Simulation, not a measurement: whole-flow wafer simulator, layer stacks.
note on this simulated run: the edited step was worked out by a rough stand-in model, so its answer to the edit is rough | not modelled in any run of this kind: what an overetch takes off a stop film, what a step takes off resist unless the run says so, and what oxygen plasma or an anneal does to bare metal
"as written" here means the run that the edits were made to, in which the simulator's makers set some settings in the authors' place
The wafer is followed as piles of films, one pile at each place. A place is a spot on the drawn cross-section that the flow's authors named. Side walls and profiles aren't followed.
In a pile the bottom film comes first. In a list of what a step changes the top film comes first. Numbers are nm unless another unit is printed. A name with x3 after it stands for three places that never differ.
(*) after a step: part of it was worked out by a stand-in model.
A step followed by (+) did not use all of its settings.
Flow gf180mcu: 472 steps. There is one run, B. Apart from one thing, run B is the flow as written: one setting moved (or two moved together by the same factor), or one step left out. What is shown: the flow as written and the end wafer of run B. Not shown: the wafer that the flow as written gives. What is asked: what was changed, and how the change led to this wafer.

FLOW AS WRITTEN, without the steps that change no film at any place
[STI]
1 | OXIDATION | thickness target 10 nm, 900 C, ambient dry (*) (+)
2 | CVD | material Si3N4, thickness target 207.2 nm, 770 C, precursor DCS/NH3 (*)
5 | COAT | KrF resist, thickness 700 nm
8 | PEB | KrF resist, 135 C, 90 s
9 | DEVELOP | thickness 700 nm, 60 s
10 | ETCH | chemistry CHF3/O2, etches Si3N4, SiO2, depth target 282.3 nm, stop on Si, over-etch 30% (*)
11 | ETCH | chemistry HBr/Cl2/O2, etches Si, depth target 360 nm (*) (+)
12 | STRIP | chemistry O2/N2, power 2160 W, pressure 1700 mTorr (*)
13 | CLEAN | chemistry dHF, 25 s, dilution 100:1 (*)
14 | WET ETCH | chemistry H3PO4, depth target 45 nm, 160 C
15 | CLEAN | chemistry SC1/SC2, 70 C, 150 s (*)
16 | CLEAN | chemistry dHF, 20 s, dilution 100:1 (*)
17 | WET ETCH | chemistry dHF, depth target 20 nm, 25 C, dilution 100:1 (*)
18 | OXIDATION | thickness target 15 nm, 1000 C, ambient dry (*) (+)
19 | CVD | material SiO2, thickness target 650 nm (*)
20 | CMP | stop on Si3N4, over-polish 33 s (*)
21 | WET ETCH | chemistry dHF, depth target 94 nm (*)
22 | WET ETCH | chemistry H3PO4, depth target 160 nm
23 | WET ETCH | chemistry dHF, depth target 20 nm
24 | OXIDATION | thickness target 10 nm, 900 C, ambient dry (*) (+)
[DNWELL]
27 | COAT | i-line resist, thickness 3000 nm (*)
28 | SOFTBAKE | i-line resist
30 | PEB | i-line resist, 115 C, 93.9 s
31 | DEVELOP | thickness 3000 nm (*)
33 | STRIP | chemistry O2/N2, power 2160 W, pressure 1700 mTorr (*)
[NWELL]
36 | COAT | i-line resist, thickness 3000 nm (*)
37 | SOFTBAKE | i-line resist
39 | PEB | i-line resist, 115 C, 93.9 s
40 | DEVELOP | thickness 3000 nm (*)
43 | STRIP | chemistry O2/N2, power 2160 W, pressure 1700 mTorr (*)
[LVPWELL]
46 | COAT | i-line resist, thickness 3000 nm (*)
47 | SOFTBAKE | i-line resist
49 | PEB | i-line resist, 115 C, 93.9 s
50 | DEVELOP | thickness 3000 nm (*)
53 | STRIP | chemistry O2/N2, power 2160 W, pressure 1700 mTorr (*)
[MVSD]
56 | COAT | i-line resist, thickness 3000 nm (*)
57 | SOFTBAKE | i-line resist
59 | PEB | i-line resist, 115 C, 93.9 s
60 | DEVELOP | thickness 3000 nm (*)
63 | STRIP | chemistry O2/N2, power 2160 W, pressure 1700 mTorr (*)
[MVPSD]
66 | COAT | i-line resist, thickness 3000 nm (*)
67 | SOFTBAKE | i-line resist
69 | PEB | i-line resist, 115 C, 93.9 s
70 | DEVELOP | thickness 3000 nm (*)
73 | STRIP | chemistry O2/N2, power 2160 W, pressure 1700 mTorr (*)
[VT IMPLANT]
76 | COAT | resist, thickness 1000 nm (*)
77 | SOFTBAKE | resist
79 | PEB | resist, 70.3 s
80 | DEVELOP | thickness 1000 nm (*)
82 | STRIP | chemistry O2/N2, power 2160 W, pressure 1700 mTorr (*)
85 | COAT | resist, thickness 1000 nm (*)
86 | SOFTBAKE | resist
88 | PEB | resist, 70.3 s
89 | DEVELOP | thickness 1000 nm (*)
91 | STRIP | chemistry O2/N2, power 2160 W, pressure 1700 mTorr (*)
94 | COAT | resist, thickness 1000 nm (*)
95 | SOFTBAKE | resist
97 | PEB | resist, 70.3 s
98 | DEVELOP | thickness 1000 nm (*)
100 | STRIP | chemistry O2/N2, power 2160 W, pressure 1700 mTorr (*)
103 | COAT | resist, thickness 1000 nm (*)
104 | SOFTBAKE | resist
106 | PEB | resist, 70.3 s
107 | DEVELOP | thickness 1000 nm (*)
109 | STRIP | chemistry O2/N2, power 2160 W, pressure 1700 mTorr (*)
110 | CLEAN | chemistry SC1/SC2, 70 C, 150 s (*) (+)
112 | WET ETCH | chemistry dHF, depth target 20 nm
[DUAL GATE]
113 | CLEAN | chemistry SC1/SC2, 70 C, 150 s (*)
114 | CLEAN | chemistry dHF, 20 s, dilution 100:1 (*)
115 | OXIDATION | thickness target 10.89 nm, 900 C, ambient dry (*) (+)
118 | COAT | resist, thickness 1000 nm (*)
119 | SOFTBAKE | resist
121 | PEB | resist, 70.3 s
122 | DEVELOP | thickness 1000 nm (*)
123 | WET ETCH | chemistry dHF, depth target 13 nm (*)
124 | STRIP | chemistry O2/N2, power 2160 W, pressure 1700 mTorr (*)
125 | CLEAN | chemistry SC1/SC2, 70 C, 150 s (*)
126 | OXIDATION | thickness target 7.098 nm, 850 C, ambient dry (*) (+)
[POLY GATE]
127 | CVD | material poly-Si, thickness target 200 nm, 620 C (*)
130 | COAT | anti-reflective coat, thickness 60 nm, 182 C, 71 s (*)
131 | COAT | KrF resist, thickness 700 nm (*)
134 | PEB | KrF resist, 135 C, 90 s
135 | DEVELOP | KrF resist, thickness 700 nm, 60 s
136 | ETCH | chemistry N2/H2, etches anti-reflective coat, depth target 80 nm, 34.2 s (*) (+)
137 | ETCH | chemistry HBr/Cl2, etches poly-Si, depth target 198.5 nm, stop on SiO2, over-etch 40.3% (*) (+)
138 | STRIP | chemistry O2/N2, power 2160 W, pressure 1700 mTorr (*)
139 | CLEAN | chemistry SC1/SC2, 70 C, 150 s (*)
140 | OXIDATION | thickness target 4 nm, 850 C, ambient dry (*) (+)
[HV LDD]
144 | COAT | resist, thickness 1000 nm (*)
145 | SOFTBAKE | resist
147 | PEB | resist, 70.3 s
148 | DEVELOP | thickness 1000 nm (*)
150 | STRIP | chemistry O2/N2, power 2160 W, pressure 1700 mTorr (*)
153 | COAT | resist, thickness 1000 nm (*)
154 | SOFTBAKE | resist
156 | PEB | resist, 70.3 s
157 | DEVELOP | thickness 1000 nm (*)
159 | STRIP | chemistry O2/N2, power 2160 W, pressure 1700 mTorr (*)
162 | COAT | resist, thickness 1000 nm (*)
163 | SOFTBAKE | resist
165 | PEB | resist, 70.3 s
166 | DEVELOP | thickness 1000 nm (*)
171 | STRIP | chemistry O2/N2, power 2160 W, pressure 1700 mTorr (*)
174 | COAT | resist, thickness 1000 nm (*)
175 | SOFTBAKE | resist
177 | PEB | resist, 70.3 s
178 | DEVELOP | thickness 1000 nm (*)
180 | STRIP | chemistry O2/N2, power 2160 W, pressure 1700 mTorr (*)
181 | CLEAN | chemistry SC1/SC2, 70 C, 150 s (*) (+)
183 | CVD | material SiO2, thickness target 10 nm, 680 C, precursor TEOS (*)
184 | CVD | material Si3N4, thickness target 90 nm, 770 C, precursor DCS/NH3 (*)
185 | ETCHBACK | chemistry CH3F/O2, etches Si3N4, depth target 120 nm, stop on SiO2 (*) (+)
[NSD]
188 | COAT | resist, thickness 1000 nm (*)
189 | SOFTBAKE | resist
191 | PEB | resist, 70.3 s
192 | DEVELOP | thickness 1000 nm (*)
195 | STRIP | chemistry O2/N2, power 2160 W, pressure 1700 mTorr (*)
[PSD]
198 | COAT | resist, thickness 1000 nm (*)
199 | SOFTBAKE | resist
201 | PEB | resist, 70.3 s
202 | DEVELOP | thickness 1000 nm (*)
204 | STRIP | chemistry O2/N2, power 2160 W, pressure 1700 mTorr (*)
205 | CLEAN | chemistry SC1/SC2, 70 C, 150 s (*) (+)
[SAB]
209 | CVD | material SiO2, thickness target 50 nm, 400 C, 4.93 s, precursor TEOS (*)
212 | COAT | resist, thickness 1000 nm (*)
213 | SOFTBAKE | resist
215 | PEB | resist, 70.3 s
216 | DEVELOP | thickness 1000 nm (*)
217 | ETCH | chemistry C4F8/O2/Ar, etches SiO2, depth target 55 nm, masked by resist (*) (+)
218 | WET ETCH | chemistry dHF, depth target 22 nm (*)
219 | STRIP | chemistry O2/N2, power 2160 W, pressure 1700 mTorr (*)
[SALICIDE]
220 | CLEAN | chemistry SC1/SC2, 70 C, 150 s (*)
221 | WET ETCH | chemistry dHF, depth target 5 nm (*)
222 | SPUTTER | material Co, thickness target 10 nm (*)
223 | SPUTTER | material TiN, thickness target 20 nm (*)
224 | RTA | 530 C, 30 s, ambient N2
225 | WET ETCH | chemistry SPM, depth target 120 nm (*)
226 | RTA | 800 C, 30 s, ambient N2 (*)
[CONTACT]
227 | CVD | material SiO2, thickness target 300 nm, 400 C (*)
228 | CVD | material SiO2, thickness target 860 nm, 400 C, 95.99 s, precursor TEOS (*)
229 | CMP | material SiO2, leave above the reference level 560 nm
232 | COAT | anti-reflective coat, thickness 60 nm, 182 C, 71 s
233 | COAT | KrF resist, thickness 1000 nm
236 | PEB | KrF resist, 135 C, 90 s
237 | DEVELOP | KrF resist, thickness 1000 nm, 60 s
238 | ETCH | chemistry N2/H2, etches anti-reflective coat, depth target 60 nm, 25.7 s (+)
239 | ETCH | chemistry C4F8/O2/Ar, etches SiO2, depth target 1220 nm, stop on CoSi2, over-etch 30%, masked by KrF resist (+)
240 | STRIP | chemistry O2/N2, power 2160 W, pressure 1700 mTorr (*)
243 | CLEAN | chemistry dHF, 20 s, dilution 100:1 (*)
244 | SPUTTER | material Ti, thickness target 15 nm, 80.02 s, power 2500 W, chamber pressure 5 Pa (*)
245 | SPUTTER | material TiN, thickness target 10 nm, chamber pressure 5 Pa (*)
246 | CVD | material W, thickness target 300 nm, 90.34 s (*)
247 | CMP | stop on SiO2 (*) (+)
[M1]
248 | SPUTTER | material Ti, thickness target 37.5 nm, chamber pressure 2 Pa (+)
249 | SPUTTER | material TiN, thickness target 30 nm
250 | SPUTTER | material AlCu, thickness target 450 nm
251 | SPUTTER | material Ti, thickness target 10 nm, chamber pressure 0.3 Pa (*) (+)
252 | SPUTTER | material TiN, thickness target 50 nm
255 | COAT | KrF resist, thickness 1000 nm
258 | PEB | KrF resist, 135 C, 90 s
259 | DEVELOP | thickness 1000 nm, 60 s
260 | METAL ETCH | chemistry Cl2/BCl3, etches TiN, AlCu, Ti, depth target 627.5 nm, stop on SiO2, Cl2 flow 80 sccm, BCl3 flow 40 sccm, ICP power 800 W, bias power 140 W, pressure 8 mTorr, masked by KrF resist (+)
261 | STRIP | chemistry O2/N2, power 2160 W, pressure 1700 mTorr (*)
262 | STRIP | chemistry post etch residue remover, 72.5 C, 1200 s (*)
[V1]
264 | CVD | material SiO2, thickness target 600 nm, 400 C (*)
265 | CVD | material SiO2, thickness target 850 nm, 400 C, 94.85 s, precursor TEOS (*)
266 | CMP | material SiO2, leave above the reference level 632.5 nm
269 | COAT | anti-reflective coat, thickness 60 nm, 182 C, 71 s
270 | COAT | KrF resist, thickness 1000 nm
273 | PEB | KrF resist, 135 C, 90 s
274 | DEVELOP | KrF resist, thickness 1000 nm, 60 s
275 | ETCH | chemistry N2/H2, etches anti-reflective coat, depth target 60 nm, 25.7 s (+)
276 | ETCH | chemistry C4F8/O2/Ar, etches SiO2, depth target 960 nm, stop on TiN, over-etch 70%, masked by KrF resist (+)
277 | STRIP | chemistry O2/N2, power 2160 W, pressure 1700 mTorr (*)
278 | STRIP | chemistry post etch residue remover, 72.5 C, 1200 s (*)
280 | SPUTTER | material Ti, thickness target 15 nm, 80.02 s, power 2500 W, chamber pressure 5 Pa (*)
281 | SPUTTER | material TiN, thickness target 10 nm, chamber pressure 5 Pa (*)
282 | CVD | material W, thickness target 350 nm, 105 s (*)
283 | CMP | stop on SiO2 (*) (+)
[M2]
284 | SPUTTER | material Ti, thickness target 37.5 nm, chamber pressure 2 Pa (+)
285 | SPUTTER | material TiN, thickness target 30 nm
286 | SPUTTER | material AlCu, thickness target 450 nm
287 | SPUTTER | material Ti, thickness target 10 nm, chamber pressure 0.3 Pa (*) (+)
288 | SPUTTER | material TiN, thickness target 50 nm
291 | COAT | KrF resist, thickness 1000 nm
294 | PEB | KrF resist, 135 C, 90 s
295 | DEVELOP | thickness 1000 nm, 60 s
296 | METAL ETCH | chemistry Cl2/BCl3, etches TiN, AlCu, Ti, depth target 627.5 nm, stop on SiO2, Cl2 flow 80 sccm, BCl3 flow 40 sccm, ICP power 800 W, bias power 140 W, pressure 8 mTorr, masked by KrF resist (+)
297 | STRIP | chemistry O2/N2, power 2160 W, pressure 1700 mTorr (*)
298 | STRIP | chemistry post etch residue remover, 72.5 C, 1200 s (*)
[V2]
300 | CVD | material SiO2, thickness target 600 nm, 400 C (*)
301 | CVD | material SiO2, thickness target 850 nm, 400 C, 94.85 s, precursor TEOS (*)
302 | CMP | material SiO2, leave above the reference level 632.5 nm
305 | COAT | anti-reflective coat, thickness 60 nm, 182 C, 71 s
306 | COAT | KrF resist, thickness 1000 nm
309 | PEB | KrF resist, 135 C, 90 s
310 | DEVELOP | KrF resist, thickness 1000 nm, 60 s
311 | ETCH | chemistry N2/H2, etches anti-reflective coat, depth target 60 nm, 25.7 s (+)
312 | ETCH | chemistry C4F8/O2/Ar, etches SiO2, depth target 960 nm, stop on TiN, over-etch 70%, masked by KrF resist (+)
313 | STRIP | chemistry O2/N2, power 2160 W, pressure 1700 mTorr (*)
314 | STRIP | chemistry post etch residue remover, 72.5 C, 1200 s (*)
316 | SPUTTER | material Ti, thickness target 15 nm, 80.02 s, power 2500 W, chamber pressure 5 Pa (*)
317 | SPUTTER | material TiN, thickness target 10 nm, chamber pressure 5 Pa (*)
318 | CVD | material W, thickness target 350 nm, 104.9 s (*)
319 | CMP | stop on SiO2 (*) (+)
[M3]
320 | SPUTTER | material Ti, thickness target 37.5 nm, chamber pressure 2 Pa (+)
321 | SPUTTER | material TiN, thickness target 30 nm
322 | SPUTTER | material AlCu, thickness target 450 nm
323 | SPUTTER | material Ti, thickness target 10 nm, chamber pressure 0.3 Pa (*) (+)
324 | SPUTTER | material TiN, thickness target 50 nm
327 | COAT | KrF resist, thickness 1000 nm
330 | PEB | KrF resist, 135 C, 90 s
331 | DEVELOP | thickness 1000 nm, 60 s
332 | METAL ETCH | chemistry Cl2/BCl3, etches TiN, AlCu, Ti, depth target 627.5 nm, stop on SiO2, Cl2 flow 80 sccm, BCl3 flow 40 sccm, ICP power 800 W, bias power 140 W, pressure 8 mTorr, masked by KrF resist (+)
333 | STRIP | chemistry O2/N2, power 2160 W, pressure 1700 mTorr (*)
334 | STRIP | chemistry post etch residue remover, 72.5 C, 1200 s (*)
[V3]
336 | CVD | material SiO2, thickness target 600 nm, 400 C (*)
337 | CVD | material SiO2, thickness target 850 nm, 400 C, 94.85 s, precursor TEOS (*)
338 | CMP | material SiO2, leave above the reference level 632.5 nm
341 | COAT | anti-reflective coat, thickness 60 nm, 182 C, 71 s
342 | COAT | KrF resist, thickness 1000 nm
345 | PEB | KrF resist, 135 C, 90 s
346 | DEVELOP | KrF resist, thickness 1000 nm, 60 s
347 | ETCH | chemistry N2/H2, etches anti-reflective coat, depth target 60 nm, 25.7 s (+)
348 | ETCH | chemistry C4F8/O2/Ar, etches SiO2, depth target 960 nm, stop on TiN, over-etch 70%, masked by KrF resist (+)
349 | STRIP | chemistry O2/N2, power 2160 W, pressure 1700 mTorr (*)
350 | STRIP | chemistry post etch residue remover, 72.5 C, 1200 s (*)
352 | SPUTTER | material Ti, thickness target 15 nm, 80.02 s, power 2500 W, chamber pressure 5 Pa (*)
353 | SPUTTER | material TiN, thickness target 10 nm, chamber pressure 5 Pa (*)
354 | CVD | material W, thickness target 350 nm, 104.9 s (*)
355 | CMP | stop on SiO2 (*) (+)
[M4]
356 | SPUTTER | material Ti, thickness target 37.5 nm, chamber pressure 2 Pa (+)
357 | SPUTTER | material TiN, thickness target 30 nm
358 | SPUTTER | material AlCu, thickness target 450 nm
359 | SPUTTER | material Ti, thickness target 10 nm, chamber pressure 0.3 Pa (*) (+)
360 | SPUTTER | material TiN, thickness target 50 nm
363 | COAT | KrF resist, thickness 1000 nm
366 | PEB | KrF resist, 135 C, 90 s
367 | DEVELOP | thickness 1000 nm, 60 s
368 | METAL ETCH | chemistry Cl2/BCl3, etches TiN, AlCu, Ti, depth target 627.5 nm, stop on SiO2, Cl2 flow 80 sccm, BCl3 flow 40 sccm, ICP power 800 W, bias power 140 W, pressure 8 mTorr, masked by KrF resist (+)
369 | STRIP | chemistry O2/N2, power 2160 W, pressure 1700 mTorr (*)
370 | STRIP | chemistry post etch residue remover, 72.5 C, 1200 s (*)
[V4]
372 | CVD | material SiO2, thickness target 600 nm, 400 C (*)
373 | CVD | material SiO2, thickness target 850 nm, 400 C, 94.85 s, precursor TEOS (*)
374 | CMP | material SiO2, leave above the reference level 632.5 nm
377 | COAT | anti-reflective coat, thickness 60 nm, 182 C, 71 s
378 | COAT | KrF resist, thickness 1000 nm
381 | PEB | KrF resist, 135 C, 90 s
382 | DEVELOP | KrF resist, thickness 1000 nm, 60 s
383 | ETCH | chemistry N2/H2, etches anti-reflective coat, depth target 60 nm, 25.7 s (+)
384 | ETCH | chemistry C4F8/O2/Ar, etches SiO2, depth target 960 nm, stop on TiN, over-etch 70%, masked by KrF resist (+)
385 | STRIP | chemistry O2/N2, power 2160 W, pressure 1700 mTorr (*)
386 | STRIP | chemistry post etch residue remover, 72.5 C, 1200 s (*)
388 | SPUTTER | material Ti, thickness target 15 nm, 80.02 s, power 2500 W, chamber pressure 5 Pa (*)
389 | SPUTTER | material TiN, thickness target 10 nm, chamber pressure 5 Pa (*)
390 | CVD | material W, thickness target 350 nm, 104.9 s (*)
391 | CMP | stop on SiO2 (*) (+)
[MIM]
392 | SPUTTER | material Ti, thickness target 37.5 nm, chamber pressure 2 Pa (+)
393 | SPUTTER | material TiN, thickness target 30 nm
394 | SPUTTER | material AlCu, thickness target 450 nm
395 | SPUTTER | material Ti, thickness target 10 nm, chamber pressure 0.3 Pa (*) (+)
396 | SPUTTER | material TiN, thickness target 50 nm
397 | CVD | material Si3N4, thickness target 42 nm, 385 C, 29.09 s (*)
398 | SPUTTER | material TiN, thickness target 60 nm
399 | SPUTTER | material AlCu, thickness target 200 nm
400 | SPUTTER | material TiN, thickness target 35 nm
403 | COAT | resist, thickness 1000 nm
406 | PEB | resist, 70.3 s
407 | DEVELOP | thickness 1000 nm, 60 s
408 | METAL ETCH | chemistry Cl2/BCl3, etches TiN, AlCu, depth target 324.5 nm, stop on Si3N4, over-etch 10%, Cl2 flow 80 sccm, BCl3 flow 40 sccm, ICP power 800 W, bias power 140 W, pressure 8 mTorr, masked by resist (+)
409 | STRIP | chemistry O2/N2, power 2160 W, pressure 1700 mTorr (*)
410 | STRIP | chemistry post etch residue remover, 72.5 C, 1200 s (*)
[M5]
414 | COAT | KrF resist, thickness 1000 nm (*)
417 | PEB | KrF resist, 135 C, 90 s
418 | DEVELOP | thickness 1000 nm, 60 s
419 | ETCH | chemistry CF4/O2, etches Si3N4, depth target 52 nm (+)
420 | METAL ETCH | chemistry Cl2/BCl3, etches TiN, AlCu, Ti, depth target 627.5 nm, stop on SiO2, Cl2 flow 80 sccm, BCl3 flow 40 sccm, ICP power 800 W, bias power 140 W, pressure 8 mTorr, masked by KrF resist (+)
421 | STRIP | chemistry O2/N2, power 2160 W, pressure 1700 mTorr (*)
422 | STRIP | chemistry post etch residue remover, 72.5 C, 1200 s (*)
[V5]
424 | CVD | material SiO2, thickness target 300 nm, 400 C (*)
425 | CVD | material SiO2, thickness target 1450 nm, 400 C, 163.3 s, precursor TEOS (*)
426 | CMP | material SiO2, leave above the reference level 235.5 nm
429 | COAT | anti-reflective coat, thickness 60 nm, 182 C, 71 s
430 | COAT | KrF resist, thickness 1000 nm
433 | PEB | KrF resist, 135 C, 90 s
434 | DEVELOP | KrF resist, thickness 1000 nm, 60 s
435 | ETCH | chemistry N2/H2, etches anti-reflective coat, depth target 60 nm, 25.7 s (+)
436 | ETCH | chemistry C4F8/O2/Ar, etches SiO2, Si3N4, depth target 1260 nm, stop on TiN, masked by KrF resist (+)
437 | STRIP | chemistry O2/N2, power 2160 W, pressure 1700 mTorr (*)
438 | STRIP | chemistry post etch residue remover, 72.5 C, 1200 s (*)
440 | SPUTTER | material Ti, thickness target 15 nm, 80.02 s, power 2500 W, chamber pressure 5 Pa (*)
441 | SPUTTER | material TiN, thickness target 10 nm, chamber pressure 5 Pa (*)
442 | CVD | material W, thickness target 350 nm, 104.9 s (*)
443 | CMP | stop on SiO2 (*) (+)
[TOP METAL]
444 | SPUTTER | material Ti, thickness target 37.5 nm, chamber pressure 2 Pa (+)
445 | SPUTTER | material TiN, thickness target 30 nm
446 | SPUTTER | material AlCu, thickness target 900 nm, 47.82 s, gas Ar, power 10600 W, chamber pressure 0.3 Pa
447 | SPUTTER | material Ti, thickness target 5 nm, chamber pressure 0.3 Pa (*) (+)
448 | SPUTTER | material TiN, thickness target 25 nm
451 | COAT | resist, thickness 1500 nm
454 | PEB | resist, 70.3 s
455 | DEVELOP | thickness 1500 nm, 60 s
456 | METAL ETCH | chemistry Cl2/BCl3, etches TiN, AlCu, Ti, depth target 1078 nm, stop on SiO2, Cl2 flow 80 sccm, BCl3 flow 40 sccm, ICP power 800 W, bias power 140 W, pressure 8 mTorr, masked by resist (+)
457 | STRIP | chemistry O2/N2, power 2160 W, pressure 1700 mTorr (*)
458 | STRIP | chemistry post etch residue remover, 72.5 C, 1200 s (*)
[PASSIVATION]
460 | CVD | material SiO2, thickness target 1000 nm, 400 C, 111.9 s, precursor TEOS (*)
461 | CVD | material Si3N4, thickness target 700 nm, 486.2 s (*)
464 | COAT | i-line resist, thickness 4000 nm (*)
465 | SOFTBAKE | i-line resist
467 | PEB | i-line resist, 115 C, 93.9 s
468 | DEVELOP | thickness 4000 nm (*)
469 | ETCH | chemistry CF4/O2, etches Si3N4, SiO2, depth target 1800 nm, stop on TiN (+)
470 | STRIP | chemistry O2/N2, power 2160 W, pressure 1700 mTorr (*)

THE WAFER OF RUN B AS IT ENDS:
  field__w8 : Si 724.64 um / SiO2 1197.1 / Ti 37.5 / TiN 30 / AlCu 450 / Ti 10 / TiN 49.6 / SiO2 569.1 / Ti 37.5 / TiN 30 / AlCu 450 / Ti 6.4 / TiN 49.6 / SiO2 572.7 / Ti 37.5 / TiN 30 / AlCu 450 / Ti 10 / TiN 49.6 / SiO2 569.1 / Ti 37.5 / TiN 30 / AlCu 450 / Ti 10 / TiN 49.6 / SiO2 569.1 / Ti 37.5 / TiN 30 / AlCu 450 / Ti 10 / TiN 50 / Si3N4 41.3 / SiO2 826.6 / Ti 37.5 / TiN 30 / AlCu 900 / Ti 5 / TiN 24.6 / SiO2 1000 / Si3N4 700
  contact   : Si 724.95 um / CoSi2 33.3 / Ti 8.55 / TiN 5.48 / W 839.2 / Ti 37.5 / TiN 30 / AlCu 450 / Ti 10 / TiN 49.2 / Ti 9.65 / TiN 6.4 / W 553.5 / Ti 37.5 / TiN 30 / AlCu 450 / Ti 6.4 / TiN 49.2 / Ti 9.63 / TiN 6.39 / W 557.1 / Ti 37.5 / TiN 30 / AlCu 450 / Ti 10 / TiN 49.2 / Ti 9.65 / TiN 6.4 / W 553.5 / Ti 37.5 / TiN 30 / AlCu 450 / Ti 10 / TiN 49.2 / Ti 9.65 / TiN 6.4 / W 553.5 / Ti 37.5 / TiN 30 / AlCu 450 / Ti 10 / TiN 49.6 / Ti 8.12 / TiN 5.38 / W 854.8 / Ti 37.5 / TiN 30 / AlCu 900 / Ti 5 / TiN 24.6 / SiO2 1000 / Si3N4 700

What caused this: step 287, SPUTTER: thickness target 6.4 nm was run, whereas the flow has thickness target 10 nm.
One can read it off the wafer: field__w8 has Ti 6.4, and step 287 as written asks for 10 nm.

How this came from the change, step by step:
  287 | SPUTTER | material Ti, thickness target 10 nm, chamber pressure 0.3 Pa (*) (+)
      field, field__w1, field__w2 and 108 more: Ti gains 6.4 (new film) (it would be, as written: Ti gains 10 (new film))
  296 | METAL ETCH | chemistry Cl2/BCl3, etches TiN, AlCu, Ti, depth target 627.5 nm, stop on SiO2, Cl2 flow 80 sccm, BCl3 flow 40 sccm, ICP power 800 W, bias power 140 W, pressure 8 mTorr, masked by KrF resist (+)
      field, field__w1, field__w2 and 103 more: TiN loses 50 (all of it), Ti loses 6.4 (all of it), AlCu loses 450 (all of it), TiN loses 30 (all of it), Ti loses 37.5 (all of it) (it would be, as written: TiN loses 50 (all of it), Ti loses 10 (all of it), AlCu loses 450 (all of it), TiN loses 30 (all of it), Ti loses 37.5 (all of it))
